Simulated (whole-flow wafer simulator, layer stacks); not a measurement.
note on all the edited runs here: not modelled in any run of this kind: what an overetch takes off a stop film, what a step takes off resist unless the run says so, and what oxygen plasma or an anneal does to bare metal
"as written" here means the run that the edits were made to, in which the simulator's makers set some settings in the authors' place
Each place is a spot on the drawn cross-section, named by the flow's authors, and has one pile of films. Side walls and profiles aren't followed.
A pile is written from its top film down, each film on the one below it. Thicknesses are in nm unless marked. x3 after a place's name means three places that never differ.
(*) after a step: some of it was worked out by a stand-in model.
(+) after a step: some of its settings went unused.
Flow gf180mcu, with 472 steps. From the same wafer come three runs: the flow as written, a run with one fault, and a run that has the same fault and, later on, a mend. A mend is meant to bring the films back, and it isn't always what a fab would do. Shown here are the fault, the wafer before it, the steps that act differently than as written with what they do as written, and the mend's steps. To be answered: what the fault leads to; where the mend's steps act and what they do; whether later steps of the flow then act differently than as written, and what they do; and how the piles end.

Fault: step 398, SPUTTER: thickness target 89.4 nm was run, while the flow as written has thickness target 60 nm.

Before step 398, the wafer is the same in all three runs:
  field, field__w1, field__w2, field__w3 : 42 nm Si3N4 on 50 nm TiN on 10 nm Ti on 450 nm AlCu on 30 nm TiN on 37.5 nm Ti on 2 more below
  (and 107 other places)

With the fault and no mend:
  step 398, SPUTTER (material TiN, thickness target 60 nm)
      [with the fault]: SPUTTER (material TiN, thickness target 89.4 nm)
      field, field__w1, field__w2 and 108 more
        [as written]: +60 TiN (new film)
        [with the fault]: +89.4 TiN (new film)
  Steps further on in the flow that do not act as written (not shown: 4 more steps that differ only slightly, by at most 2% or 0.5 nm, whichever is larger):
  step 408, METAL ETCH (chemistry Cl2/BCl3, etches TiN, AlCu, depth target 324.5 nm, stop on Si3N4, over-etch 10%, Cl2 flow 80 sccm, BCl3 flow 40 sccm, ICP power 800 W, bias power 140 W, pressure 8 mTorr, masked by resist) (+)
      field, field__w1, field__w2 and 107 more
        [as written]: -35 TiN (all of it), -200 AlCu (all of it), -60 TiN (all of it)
        [with the fault]: -35 TiN (all of it), -200 AlCu (all of it), -89.4 TiN (all of it)
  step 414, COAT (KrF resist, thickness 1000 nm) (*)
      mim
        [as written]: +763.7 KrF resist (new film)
        [with the fault]: +741.5 KrF resist (new film)
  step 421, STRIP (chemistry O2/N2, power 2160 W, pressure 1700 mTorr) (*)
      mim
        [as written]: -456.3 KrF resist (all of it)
        [with the fault]: -434.4 KrF resist (all of it)
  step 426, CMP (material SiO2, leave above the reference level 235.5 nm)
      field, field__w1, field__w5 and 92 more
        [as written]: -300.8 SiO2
        [with the fault]: -271.4 SiO2
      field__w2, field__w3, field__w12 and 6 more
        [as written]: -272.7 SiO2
        [with the fault]: -243.3 SiO2
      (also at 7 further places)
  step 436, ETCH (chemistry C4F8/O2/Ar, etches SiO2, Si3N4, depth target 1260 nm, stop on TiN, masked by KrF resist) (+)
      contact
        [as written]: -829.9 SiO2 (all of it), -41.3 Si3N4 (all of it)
        [with the fault]: -859.3 SiO2 (all of it), -41.3 Si3N4 (all of it)
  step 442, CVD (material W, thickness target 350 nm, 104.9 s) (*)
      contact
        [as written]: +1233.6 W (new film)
        [with the fault]: +1263.2 W (new film)
  At field__w8, contact, m1, m1__w1, mim, m1_nw, the piles at the end differ from the flow's by more than 2% or 0.5 nm, whichever is larger.
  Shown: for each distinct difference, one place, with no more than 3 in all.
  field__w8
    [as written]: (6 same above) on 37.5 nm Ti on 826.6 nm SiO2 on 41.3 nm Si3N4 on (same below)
    [with the fault]: (6 same above) on 37.5 nm Ti on 856 nm SiO2 on 41.3 nm Si3N4 on (same below)
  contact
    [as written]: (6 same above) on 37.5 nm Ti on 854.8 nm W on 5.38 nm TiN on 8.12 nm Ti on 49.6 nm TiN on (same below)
    [with the fault]: (6 same above) on 37.5 nm Ti on 884.4 nm W on 5.29 nm TiN on 7.98 nm Ti on 49.6 nm TiN on (same below)
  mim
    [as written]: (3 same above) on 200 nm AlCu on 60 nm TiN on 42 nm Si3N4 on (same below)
    [with the fault]: (3 same above) on 200 nm AlCu on 89.4 nm TiN on 42 nm Si3N4 on (same below)

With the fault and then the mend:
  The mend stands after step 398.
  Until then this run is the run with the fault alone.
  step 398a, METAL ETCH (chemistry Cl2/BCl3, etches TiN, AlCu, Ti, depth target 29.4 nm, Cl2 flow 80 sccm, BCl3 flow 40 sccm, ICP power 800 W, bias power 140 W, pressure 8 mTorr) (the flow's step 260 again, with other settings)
      field, field__w1, field__w2 and 108 more
        -29.4 TiN
  Later steps of the flow that are run all act as written at every place that is followed.
  By the end, the piles equal the flow's at every place that both follow.
